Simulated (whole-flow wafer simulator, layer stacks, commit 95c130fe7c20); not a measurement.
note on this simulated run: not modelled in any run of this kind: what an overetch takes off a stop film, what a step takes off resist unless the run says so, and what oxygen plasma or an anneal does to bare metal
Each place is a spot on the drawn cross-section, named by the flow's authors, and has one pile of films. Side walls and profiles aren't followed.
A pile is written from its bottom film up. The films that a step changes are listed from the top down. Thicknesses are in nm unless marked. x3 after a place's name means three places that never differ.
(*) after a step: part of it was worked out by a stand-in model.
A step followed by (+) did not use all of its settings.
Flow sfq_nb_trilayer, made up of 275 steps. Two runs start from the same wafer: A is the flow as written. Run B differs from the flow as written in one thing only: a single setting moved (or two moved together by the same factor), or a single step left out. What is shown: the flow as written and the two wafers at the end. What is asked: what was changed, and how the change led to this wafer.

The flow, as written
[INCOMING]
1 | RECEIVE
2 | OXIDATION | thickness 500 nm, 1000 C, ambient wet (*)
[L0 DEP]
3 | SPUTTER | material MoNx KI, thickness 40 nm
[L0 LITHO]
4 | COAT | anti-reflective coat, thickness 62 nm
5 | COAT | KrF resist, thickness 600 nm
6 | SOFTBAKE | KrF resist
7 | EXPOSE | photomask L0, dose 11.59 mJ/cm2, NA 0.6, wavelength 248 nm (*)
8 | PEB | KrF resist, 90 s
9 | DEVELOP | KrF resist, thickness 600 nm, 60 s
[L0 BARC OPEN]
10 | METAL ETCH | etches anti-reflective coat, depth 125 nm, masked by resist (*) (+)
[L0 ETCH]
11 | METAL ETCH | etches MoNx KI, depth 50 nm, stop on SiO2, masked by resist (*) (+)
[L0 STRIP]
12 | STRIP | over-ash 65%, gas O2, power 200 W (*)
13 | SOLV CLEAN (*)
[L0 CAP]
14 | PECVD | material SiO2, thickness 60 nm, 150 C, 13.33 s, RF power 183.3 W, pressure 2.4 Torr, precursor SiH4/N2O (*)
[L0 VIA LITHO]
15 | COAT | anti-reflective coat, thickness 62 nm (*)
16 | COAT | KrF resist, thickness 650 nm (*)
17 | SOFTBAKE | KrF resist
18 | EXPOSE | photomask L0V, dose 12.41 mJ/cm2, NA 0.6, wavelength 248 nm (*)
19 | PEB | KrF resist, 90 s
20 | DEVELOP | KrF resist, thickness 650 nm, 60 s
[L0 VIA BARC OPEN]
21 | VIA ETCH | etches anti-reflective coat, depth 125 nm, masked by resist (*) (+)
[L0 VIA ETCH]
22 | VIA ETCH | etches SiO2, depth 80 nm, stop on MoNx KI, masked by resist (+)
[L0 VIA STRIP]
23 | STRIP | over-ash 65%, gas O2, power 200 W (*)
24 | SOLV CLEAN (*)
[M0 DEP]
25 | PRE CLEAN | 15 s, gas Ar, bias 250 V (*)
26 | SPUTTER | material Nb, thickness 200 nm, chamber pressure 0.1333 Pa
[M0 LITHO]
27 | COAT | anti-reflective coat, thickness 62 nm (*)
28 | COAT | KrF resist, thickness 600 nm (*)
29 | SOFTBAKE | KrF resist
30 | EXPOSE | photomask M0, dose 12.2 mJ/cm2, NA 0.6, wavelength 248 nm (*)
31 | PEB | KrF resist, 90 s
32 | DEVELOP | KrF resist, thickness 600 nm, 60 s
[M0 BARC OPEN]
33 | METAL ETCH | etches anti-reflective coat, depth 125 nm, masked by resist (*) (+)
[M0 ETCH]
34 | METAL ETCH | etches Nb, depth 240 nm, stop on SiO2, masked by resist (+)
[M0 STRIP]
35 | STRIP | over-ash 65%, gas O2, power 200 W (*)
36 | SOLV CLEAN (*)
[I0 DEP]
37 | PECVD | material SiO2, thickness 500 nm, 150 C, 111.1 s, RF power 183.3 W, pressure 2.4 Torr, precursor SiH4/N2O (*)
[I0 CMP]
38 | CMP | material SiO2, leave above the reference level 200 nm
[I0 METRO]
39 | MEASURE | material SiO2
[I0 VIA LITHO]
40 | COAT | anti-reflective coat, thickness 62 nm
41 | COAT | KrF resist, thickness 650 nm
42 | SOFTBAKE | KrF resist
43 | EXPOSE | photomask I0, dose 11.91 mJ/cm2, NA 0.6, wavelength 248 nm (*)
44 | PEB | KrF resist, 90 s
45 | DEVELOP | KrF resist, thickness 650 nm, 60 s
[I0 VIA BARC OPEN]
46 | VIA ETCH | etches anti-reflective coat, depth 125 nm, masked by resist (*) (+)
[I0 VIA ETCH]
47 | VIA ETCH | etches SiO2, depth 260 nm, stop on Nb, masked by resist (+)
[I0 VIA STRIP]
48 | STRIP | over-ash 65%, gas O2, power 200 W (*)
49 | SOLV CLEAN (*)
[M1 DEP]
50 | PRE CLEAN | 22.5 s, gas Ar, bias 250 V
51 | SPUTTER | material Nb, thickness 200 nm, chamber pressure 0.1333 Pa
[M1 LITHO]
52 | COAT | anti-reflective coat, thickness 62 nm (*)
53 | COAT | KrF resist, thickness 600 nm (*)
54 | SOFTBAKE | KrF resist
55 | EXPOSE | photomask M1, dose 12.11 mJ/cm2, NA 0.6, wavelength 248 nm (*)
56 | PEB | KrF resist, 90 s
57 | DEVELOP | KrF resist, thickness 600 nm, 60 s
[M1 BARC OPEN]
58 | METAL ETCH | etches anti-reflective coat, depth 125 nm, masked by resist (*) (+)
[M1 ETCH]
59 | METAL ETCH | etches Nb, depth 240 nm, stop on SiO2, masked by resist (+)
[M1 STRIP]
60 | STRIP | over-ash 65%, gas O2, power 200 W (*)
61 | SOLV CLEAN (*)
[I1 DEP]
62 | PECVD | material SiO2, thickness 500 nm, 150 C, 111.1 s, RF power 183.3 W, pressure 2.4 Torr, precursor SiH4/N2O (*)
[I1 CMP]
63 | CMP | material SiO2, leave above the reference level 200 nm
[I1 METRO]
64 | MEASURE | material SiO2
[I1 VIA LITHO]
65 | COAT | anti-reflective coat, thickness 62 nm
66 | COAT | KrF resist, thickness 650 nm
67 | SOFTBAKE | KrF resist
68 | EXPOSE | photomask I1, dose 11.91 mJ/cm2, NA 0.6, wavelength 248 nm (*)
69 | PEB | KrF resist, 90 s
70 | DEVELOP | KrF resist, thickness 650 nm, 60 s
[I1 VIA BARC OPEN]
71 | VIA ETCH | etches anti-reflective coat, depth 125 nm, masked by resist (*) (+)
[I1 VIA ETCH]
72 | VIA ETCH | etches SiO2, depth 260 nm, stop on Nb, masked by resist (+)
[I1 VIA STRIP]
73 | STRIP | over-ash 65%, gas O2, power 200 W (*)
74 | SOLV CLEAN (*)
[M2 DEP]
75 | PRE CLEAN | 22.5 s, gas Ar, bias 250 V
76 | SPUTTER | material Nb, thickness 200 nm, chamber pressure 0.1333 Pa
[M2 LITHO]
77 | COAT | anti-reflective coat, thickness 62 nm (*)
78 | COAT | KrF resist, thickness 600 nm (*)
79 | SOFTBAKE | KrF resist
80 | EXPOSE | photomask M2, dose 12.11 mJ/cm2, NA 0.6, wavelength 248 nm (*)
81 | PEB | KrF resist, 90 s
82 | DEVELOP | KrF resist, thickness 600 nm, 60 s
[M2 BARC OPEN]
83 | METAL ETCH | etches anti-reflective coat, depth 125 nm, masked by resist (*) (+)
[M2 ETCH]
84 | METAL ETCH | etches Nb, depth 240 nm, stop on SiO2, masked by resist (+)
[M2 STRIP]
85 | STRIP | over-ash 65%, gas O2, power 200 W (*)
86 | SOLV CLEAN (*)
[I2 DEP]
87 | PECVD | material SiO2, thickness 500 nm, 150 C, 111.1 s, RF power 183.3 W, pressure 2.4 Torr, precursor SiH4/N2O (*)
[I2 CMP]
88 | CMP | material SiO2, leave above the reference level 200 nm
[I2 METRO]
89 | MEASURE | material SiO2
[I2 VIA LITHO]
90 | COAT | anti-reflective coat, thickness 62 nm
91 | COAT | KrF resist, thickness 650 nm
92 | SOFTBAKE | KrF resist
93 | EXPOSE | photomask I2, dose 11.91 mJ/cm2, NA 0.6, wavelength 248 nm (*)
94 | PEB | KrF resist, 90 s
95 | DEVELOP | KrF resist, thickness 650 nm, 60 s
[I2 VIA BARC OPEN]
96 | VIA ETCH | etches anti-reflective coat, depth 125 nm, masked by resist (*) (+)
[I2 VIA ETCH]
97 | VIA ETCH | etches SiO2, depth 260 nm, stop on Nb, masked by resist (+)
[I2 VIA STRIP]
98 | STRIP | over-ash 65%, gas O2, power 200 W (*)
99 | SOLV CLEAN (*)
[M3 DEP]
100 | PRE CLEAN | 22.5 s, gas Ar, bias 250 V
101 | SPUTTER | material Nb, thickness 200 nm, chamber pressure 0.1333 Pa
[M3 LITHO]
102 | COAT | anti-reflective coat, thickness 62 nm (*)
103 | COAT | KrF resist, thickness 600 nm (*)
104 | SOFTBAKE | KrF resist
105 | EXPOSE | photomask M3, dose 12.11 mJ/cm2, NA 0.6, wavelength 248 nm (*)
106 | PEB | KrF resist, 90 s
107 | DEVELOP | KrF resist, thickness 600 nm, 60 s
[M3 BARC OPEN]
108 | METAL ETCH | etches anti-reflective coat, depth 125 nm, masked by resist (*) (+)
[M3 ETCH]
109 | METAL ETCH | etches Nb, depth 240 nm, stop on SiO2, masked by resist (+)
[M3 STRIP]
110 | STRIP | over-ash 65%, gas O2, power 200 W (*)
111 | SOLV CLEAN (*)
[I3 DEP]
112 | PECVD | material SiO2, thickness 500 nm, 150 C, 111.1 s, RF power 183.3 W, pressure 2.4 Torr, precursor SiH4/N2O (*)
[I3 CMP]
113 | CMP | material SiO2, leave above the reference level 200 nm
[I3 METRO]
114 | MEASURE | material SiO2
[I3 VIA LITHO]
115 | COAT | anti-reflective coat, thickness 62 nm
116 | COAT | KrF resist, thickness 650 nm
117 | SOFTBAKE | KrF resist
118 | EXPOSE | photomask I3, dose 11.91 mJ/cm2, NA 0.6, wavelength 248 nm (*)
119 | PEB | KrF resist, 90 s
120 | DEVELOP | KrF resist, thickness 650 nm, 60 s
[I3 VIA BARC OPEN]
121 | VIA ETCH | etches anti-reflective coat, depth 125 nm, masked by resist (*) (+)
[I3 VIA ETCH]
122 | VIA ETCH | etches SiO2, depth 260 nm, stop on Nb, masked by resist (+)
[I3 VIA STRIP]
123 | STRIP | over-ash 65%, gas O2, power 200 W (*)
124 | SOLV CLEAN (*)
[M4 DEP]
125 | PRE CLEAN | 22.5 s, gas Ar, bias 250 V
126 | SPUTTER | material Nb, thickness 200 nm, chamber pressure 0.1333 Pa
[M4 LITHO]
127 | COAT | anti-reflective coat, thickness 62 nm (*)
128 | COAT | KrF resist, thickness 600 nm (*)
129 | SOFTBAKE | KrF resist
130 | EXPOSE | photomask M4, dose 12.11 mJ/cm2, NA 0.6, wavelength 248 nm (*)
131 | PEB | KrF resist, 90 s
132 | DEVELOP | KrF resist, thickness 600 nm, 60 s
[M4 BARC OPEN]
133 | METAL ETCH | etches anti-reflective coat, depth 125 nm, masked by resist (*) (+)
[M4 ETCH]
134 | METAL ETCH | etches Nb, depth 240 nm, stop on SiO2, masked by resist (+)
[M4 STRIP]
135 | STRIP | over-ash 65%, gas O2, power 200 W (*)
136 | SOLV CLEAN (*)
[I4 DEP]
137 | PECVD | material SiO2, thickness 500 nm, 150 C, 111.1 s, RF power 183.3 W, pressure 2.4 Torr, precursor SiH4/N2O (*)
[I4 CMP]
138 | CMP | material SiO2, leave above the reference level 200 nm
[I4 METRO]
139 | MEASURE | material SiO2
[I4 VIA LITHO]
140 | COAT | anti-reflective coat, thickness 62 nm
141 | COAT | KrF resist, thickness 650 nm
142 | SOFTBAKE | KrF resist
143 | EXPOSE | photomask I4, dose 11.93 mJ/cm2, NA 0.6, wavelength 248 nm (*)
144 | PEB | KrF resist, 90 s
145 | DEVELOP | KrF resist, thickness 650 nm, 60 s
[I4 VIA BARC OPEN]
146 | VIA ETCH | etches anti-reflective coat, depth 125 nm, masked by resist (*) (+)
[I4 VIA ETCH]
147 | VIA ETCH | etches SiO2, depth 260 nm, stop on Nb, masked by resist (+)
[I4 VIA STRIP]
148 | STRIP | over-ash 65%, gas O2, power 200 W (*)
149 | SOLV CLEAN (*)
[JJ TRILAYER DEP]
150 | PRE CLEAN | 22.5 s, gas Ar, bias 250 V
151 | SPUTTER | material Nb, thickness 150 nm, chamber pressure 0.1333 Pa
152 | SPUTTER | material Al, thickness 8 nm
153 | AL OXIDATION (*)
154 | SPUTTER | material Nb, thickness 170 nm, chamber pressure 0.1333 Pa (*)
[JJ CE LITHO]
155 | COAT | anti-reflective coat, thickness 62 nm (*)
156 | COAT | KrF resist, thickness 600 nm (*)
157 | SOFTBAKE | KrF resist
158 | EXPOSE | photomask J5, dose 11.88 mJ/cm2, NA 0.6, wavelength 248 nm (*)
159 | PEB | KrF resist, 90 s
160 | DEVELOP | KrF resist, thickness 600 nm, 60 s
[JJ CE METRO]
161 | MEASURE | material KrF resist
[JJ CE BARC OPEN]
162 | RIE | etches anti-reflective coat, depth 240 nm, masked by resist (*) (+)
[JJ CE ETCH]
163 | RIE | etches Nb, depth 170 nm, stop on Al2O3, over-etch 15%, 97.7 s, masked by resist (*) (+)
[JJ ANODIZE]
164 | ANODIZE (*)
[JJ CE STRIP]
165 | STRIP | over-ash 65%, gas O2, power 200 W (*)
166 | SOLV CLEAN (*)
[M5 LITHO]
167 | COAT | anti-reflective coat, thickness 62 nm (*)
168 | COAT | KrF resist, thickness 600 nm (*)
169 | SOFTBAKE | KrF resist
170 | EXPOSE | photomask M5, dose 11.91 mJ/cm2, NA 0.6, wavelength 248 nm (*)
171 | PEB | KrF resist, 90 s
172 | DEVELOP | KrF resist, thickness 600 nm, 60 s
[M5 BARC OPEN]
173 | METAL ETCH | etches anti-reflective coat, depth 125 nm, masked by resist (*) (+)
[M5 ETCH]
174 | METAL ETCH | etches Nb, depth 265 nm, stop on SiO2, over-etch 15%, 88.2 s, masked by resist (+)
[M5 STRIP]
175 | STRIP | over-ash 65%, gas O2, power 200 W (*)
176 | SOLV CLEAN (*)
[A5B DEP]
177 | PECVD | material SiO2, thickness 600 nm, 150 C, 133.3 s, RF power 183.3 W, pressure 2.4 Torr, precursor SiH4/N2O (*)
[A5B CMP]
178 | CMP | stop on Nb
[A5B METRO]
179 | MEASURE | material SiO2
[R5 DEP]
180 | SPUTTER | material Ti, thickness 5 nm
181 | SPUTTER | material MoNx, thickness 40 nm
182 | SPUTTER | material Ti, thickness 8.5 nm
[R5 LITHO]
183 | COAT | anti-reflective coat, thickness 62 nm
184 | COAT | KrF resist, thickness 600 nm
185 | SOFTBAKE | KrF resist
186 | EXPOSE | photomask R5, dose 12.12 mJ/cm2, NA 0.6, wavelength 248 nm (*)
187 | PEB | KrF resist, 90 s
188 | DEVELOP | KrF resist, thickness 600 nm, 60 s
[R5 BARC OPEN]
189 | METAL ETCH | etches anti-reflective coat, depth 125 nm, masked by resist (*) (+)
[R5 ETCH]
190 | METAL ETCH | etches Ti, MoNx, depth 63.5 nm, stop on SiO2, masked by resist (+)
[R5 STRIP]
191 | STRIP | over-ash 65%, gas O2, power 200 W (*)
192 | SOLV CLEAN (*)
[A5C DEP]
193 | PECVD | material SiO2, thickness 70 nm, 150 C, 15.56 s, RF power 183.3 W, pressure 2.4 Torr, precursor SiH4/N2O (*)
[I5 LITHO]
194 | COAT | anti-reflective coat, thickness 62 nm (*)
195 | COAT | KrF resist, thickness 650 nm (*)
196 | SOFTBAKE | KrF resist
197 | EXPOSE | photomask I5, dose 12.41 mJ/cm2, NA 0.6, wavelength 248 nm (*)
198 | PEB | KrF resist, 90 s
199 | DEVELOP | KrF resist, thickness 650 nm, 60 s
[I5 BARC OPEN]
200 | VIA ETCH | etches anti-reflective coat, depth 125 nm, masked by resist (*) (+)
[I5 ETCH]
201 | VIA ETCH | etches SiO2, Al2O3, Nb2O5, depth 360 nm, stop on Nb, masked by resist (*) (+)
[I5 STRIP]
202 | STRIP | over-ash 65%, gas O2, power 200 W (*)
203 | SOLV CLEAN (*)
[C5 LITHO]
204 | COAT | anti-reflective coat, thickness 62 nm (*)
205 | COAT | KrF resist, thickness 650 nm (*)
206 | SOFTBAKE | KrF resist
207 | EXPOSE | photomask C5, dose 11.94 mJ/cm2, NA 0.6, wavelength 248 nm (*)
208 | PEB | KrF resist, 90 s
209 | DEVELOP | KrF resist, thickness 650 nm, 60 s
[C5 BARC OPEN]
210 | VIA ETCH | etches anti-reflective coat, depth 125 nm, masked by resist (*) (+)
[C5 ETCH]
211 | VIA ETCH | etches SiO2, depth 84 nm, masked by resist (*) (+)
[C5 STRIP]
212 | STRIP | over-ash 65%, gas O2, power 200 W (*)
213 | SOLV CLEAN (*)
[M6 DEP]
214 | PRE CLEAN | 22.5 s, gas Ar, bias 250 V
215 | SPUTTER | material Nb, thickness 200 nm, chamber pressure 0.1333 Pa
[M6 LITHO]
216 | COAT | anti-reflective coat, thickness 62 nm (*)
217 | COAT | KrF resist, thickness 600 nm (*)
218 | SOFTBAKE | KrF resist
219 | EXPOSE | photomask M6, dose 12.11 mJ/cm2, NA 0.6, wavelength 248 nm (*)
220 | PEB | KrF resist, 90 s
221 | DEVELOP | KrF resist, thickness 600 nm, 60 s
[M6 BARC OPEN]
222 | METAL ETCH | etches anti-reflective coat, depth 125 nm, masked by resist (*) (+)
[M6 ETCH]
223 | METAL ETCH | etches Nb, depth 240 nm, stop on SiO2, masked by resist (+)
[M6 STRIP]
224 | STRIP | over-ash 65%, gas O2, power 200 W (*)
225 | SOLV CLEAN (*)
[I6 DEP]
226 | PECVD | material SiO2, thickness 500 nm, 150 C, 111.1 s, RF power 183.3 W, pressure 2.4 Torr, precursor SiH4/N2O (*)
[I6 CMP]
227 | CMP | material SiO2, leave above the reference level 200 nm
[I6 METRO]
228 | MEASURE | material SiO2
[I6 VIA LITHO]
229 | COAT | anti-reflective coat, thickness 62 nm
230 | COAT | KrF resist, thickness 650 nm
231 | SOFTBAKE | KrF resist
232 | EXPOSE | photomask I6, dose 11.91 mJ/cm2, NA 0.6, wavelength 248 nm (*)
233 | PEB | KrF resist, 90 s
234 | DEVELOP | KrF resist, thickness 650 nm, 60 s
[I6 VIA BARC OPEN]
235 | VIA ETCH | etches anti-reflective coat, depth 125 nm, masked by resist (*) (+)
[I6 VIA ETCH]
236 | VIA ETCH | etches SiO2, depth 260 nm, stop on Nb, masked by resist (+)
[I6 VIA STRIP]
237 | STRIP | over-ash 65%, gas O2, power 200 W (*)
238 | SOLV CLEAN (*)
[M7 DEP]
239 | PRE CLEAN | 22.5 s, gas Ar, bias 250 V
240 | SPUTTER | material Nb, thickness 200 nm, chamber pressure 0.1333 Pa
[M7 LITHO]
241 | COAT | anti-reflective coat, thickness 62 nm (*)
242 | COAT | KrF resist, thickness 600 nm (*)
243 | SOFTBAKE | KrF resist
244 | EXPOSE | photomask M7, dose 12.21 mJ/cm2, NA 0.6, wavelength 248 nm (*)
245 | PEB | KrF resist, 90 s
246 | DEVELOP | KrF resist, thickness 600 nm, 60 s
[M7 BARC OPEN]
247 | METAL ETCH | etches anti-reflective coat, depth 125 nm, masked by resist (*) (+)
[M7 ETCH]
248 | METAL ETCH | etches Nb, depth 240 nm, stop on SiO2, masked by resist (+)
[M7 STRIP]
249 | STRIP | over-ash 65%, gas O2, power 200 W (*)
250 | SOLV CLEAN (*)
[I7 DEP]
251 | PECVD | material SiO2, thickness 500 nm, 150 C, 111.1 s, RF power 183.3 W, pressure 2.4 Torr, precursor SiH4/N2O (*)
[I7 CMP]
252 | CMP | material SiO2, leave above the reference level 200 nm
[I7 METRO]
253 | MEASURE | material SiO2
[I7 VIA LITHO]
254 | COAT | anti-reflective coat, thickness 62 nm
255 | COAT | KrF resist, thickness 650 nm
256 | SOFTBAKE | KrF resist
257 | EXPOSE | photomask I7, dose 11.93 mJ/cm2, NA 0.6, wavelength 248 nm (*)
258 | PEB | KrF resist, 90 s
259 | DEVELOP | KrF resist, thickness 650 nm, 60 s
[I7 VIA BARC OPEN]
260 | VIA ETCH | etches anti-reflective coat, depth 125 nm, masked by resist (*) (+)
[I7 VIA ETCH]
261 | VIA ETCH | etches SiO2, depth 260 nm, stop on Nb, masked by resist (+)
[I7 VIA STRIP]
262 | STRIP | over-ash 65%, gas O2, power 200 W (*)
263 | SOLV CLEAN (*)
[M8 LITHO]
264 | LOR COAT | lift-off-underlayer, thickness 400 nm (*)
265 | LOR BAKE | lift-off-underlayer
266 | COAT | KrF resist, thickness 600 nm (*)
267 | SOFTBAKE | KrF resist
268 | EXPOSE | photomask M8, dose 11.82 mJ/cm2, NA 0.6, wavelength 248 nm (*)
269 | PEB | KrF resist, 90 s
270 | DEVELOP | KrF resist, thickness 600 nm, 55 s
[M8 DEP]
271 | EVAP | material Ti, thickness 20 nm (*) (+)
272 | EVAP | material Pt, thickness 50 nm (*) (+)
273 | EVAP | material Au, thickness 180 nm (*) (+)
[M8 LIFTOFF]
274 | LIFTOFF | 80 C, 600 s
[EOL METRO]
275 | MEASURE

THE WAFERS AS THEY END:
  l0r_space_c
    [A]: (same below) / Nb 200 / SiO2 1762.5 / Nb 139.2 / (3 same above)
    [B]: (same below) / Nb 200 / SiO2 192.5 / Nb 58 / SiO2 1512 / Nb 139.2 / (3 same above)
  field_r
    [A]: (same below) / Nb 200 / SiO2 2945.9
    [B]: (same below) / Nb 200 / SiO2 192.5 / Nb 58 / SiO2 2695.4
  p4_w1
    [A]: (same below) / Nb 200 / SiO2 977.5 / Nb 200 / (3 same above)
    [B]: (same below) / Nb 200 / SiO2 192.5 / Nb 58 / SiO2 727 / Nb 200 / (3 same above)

Cause: step 59, METAL ETCH: depth 142 nm was run, whereas the flow has depth 240 nm.

Step by step, how the change led to this:
  59 | METAL ETCH | etches Nb, depth 240 nm, stop on SiO2, masked by resist (+)
      field_l, be, be_sur and 79 more: A -200 Nb (all of it) | B -142 Nb
      v_sur, via_wl, via_w and 21 more: A -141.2 KrF resist | B -83.5 KrF resist
  60 | STRIP | over-ash 65%, gas O2, power 200 W (*)
      wl_j_sl, wl_jj, wl_j_sr and 13 more: A -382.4 KrF resist (all of it), -62 anti-reflective coat (all of it) | B -440 KrF resist (all of it), -62 anti-reflective coat (all of it)
      v_sur: A -365.9 KrF resist (all of it), -61.1 anti-reflective coat (all of it) | B -423.5 KrF resist (all of it), -61.1 anti-reflective coat (all of it)
      (also at 7 further places)
  62 | PECVD | material SiO2, thickness 500 nm, 150 C, 111.1 s, RF power 183.3 W, pressure 2.4 Torr, precursor SiH4/N2O (*)
      field_l, be, be_sur and 72 more: A +500 SiO2 | B +500 SiO2 (new film)
      lsp_m, ln_m6, lsp_r, l0_sur, l0v: A +494.9 SiO2 | B +500 SiO2 (new film)
      (also at 2 further places)
  63 | CMP | material SiO2, leave above the reference level 200 nm
      field_l, be, be_sur and 72 more: A -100 SiO2 | B -158 SiO2
      lsp_m, ln_m6, lsp_r, l0_sur, l0v: A -94.9 SiO2 | B -158 SiO2
With metal films that touch counted as one body, l0r_space_c has 3 bodies (between them, from the top down: SiO2 1512; SiO2 192.5); the flow as written gives 2 bodies (between them, from the top down: SiO2 1762.5).
With metal films that touch counted as one body, field_r has 2 bodies (between them, from the top down: SiO2 192.5); the flow as written gives 1 body.
With metal films that touch counted as one body, p4_w1 has 4 bodies (between them, from the top down: SiO2 192.5; SiO2 727; SiO2 192.5); the flow as written gives 3 bodies (between them, from the top down: SiO2 192.5; SiO2 977.5).
